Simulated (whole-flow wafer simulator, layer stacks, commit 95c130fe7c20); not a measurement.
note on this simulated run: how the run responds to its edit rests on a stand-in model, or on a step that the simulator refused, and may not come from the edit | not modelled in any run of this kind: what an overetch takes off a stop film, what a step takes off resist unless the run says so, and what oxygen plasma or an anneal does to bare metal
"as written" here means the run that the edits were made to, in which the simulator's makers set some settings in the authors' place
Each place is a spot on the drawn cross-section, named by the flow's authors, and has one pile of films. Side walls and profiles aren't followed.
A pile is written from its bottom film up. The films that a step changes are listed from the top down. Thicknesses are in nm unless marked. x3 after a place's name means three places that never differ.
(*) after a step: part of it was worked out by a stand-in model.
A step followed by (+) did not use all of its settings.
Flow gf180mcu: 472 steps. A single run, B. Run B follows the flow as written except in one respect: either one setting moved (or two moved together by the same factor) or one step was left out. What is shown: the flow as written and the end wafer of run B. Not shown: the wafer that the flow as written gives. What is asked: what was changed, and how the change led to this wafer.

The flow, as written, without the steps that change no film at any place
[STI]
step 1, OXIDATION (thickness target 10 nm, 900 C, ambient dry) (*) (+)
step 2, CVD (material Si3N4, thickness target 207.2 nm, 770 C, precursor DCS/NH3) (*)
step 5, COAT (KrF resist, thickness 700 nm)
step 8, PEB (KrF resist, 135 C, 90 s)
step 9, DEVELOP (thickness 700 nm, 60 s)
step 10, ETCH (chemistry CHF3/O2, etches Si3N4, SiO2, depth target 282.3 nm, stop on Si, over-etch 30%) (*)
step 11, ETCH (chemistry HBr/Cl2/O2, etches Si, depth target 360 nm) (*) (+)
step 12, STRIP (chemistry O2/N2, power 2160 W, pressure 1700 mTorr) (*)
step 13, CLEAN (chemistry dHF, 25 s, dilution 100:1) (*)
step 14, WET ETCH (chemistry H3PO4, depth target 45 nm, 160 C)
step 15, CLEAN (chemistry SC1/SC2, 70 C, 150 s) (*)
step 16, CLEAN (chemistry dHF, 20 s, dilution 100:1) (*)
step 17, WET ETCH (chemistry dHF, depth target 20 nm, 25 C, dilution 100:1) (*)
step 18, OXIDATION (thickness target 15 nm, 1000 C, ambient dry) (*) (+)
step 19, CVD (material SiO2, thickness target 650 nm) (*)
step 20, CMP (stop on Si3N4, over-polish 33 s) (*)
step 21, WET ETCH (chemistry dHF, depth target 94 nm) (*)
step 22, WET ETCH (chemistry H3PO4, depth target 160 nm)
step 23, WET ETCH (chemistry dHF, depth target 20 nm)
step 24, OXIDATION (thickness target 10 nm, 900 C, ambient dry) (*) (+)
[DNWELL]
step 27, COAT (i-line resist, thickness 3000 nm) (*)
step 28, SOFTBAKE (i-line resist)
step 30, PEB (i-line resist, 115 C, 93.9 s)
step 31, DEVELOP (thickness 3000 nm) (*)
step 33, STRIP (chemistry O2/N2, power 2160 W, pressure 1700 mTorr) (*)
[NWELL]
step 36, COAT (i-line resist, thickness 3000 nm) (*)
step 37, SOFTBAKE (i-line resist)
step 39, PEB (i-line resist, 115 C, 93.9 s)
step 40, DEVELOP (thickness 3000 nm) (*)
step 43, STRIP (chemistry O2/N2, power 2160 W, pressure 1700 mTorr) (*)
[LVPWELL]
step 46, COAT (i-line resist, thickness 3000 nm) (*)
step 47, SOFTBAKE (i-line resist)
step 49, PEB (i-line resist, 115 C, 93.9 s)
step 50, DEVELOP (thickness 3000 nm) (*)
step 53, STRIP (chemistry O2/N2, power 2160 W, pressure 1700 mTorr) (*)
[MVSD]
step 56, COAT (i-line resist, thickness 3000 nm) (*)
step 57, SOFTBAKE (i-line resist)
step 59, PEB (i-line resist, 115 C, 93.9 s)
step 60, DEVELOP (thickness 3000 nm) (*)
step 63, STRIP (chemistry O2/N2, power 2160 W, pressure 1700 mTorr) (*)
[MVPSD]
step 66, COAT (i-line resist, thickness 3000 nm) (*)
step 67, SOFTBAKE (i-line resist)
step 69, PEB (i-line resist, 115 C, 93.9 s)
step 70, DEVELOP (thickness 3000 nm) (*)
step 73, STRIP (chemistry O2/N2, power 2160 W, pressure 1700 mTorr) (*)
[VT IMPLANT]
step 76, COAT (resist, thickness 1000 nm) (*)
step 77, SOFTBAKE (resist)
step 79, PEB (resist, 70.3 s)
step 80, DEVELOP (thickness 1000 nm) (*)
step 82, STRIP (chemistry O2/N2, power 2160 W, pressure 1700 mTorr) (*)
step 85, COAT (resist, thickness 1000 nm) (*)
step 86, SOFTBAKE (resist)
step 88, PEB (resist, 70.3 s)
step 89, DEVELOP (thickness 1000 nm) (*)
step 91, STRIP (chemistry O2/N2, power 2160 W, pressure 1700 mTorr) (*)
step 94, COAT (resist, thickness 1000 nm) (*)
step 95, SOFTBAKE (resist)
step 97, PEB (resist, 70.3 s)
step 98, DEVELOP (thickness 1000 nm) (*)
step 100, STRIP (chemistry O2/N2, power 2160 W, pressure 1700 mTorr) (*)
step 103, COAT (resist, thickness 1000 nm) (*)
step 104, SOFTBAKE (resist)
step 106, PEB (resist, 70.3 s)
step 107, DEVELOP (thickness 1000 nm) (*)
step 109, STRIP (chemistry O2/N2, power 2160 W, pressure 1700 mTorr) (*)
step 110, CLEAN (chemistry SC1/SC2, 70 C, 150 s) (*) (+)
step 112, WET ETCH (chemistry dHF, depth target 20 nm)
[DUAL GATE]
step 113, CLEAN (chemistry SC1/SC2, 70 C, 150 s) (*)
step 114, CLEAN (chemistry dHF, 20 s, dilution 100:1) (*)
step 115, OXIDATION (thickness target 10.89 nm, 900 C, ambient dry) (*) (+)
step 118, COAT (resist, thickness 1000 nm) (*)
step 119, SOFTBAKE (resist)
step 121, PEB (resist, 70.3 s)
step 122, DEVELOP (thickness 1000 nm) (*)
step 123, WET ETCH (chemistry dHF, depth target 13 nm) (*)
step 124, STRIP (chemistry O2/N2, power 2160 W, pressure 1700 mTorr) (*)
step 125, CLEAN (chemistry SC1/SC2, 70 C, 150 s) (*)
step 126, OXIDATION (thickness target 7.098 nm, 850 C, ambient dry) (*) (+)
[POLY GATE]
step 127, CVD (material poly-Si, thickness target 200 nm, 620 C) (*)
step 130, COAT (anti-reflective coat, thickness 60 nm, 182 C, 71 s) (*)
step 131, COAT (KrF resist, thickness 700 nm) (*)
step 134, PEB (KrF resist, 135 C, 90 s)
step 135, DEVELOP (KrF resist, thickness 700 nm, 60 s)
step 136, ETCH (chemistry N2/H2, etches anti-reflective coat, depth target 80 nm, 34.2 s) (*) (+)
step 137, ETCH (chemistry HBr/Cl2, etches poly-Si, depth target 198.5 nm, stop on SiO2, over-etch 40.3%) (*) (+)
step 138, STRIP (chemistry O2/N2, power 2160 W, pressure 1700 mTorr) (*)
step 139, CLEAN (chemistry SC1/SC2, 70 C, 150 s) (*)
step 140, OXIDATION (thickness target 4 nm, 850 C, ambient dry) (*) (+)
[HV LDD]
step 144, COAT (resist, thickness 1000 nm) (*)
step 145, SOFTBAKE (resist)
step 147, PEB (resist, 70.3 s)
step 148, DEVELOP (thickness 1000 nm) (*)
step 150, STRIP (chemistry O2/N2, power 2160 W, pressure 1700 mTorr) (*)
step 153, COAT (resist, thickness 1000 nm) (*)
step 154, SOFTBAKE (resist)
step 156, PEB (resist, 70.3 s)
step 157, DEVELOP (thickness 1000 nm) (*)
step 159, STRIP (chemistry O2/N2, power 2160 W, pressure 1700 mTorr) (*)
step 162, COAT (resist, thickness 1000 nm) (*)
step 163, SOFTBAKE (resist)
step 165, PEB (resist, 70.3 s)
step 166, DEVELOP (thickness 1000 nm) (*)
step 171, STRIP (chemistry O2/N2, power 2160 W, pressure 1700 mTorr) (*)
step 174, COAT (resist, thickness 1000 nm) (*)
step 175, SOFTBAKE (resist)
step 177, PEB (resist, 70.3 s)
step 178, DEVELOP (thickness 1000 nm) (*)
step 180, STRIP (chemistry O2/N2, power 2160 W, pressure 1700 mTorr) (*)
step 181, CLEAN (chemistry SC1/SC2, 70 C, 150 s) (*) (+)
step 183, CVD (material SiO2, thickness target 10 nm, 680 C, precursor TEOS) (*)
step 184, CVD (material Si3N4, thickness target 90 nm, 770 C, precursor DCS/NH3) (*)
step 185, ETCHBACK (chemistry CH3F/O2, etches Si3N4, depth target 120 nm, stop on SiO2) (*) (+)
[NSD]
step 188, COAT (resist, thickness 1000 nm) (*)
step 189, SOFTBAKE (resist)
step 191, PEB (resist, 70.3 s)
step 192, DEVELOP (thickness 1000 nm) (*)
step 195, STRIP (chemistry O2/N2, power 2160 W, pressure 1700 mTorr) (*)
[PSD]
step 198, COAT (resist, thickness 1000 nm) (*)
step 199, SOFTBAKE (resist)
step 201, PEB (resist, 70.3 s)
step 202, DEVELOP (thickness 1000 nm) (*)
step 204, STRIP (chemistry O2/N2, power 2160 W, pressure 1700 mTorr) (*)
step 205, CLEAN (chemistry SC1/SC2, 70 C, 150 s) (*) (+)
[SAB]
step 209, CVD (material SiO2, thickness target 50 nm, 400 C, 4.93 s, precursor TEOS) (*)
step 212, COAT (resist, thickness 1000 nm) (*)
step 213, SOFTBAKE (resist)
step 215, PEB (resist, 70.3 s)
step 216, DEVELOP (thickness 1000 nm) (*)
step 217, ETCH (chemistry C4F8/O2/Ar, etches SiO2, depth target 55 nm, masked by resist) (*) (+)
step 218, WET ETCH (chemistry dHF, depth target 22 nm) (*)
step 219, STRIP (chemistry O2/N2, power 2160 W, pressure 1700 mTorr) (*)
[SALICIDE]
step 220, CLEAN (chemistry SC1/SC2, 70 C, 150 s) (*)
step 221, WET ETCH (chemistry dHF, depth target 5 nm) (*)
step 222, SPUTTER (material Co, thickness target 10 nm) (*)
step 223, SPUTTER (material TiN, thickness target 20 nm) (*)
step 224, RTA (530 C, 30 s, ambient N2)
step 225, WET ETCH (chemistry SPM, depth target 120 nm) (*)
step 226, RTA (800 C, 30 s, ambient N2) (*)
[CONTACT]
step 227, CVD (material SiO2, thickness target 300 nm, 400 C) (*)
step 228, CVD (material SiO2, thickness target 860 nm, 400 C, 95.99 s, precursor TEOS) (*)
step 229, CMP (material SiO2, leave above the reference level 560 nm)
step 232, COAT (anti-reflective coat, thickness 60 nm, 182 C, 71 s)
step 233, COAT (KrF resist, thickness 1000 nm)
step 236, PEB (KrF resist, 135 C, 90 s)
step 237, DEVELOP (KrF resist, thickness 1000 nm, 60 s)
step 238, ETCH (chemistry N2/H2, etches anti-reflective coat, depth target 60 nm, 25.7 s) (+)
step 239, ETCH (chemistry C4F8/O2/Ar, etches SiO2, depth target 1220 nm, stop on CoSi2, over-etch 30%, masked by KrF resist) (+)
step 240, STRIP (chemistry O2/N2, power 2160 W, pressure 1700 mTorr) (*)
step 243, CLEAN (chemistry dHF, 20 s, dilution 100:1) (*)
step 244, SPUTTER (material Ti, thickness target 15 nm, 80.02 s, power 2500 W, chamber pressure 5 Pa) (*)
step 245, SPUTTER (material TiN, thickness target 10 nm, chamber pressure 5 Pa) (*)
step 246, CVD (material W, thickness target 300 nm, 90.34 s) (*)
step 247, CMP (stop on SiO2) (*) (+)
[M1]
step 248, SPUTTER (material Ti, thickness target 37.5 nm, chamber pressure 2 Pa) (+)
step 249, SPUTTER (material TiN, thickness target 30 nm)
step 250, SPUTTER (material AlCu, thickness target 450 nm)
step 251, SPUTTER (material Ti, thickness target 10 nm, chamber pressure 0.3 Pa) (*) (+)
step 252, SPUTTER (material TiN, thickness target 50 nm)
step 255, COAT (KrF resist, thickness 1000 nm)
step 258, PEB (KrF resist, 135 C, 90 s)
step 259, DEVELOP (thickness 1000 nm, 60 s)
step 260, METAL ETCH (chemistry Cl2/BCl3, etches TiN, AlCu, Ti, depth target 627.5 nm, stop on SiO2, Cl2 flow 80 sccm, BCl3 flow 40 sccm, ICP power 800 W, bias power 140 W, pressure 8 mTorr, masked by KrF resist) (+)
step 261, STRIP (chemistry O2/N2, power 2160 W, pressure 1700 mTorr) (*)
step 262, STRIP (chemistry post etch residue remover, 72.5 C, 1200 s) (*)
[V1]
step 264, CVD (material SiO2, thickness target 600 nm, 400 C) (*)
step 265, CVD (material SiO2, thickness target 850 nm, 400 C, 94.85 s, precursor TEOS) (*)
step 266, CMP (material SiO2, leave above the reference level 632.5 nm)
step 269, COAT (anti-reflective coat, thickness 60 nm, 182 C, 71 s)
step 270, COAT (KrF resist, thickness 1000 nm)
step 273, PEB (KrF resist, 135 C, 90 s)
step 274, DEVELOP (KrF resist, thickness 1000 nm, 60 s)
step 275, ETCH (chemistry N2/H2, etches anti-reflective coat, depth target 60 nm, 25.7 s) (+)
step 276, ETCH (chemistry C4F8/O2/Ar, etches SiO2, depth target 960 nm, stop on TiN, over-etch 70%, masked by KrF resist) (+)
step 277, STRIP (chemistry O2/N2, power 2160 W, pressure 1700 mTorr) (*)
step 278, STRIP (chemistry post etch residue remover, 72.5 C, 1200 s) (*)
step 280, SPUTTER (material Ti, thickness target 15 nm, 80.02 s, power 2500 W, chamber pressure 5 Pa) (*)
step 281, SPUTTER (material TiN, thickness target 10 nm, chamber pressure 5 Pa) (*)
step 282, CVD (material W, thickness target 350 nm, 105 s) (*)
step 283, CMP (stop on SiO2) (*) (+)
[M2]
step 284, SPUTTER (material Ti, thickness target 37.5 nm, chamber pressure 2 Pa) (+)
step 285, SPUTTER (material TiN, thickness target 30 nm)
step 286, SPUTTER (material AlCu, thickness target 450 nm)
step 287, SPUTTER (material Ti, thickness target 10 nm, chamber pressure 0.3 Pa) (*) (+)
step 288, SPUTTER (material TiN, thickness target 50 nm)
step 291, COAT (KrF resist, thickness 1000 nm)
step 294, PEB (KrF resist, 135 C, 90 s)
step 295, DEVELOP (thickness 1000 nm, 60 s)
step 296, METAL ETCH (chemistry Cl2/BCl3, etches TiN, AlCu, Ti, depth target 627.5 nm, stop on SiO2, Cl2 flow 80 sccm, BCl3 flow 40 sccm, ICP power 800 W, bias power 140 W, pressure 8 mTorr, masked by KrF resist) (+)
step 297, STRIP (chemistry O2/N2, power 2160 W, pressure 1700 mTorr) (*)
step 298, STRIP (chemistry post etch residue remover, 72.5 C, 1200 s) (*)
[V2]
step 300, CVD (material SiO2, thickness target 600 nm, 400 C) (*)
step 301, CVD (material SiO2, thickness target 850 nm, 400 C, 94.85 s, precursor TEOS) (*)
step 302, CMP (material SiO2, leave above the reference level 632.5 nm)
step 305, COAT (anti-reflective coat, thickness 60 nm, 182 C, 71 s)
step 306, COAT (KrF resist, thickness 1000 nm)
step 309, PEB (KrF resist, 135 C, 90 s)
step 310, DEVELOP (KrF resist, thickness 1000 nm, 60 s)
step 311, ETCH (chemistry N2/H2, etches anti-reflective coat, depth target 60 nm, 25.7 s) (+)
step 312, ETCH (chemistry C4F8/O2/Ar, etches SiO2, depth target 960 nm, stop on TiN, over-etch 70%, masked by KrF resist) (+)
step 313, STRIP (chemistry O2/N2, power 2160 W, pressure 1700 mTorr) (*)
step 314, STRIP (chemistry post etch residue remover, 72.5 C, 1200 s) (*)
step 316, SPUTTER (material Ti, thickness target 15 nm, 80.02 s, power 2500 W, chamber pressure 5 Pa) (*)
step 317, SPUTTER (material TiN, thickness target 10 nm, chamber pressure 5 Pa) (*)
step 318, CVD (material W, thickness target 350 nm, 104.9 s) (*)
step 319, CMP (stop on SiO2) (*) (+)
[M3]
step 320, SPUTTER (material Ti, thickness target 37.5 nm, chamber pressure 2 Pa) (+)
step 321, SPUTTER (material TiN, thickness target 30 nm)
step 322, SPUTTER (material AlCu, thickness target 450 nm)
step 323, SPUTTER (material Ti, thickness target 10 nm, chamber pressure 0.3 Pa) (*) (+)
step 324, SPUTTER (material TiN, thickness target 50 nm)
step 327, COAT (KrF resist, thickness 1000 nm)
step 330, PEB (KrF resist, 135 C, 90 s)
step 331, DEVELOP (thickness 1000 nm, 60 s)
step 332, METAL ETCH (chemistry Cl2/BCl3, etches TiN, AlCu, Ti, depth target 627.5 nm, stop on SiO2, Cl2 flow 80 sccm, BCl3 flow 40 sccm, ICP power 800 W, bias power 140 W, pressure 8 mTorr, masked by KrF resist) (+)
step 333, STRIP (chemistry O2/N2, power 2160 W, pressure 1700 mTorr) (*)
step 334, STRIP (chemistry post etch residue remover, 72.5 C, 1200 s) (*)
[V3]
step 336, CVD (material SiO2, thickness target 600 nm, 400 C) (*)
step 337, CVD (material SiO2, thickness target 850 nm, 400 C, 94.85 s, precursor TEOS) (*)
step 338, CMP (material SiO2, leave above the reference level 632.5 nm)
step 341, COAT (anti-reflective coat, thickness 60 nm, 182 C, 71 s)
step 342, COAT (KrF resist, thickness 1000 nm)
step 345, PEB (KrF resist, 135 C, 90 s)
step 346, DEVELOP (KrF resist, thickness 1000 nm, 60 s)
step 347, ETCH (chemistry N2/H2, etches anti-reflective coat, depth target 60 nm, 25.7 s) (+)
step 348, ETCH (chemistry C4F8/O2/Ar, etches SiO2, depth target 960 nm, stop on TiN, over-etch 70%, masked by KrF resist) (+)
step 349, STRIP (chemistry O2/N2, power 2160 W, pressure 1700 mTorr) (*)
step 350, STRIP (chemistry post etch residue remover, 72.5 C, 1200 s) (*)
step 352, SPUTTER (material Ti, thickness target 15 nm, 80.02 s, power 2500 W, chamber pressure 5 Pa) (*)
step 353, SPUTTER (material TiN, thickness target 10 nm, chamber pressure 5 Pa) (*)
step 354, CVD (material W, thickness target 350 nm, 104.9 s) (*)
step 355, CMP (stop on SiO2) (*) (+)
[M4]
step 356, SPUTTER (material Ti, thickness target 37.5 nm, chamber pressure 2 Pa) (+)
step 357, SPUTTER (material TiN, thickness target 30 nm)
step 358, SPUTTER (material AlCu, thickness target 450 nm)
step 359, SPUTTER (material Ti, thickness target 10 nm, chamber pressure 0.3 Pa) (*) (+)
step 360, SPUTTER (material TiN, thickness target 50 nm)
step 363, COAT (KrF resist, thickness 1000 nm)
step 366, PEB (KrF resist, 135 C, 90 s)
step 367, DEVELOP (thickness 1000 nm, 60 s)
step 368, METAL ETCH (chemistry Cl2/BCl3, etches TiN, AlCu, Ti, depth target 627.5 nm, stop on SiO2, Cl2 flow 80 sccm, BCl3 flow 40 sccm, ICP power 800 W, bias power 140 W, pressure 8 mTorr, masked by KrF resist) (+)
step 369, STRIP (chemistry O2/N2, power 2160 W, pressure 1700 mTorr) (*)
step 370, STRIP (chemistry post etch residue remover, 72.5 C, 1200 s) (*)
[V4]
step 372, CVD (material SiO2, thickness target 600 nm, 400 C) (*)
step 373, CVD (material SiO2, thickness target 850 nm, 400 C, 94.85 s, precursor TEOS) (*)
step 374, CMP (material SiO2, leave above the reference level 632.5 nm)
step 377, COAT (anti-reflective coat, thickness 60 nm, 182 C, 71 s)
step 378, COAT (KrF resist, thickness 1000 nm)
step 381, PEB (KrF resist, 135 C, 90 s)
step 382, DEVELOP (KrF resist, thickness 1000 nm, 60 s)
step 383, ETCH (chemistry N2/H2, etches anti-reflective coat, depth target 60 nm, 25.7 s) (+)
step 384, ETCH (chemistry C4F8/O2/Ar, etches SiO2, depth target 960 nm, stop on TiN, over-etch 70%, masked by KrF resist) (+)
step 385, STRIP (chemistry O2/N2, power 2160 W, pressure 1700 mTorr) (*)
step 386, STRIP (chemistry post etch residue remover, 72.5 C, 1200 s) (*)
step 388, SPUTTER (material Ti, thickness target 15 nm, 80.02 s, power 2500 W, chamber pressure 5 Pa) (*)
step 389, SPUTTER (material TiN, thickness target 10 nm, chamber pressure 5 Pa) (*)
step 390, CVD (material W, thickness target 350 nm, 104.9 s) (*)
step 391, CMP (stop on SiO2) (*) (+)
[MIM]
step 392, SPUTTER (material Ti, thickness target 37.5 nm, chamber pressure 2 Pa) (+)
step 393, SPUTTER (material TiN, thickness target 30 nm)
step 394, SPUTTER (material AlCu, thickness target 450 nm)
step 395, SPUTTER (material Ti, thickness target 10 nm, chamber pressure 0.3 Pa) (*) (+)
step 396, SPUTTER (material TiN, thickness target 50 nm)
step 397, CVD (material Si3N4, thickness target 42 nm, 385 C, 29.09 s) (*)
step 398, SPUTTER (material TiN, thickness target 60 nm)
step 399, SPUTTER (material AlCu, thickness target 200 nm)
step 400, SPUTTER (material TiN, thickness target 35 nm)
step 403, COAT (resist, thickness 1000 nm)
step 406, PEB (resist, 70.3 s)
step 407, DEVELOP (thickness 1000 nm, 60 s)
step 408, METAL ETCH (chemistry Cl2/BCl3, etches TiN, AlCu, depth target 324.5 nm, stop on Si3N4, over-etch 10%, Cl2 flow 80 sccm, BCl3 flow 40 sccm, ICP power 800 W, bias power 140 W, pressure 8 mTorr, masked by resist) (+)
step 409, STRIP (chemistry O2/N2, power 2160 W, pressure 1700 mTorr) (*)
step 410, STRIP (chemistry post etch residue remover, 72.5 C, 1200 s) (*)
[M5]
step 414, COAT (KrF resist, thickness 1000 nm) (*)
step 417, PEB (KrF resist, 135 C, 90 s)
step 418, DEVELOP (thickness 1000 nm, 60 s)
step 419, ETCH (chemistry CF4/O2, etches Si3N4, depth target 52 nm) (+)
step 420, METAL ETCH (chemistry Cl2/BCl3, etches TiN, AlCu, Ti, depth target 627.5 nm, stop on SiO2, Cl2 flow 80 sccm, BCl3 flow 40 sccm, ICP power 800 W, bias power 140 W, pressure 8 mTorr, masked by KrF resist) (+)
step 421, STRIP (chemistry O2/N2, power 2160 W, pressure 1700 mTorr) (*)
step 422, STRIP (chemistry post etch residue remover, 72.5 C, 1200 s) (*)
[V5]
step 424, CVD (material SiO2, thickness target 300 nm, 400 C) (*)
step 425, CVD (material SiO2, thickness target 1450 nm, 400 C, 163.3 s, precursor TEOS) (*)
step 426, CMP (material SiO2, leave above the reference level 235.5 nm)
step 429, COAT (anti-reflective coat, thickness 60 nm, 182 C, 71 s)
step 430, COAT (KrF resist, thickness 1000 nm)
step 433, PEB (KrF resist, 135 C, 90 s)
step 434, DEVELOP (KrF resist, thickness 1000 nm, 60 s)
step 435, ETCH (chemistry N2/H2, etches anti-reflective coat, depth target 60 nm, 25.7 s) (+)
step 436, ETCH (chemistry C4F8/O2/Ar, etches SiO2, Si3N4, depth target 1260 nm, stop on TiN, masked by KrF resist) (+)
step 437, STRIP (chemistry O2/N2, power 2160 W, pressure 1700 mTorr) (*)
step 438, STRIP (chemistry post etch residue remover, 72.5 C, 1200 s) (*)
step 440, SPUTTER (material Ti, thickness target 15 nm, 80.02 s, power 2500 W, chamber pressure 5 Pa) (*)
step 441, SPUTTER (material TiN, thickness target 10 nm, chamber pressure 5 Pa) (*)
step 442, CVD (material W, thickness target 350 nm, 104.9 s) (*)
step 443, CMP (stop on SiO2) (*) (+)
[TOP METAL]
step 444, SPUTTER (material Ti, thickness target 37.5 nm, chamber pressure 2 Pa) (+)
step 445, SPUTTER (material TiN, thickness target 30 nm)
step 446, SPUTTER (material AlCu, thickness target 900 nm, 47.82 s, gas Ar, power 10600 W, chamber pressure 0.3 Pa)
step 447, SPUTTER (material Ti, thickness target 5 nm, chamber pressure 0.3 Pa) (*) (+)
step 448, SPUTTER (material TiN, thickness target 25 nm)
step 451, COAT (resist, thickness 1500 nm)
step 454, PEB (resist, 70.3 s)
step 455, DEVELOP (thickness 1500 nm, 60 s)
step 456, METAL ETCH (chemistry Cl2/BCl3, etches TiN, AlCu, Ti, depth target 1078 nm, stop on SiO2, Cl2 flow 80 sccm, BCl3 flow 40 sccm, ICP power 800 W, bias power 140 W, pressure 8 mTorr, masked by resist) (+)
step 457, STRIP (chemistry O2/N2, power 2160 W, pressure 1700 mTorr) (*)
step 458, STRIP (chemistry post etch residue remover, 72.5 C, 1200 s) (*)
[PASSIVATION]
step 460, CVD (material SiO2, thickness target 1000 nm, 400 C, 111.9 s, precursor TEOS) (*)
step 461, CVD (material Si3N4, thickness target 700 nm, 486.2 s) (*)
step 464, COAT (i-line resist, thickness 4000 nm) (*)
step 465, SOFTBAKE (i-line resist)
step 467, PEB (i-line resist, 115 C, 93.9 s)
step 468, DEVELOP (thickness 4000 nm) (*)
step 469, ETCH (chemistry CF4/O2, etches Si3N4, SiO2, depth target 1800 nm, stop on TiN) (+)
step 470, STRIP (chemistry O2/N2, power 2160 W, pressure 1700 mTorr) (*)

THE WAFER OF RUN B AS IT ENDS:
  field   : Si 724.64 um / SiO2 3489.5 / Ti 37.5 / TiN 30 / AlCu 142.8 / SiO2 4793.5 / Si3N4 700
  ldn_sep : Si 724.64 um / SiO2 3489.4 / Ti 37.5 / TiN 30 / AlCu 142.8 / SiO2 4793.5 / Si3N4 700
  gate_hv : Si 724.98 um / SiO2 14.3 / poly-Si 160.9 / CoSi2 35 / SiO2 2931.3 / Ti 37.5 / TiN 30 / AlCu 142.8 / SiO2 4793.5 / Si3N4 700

What caused this: step 322, SPUTTER: thickness target 716 nm was run, though the flow has thickness target 450 nm.

The path from the change to this, step by step:
  step 322, SPUTTER (material AlCu, thickness target 450 nm)
      field, field__w1, field__w2 and 108 more: AlCu gains 716 (new film) (in the flow as written it would be: AlCu gains 450 (new film))
  step 332, METAL ETCH (chemistry Cl2/BCl3, etches TiN, AlCu, Ti, depth target 627.5 nm, stop on SiO2, Cl2 flow 80 sccm, BCl3 flow 40 sccm, ICP power 800 W, bias power 140 W, pressure 8 mTorr, masked by KrF resist) (+)
      field, field__w1, field__w2 and 103 more: TiN loses 50 (all of it), Ti loses 10 (all of it), AlCu loses 567.5 (in the flow as written it would be: TiN loses 50 (all of it), Ti loses 10 (all of it), AlCu loses 450 (all of it), TiN loses 30 (all of it), Ti loses 37.5 (all of it))
  step 334, STRIP (chemistry post etch residue remover, 72.5 C, 1200 s) (*)
      field, field__w1, field__w2 and 103 more: AlCu loses 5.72 (in the flow as written it would be: nothing)
  step 336, CVD (material SiO2, thickness target 600 nm, 400 C) (*)
      field, field__w1, field__w2 and 103 more: SiO2 gains 600 (new film) (in the flow as written it would be: SiO2 gains 600)
  step 338, CMP (material SiO2, leave above the reference level 632.5 nm)
      field, field__w1, field__w2 and 103 more: SiO2 loses 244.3 (in the flow as written it would be: SiO2 loses 300)
If metal films that touch count as one body, field has 1 body; the flow as written gives 0 bodies.
If metal films that touch count as one body, ldn_sep has 1 body; the flow as written gives 0 bodies.
If metal films that touch count as one body, gate_hv has 2 bodies (between them, from the top down: SiO2 2931.3); the flow as written gives 1 body.
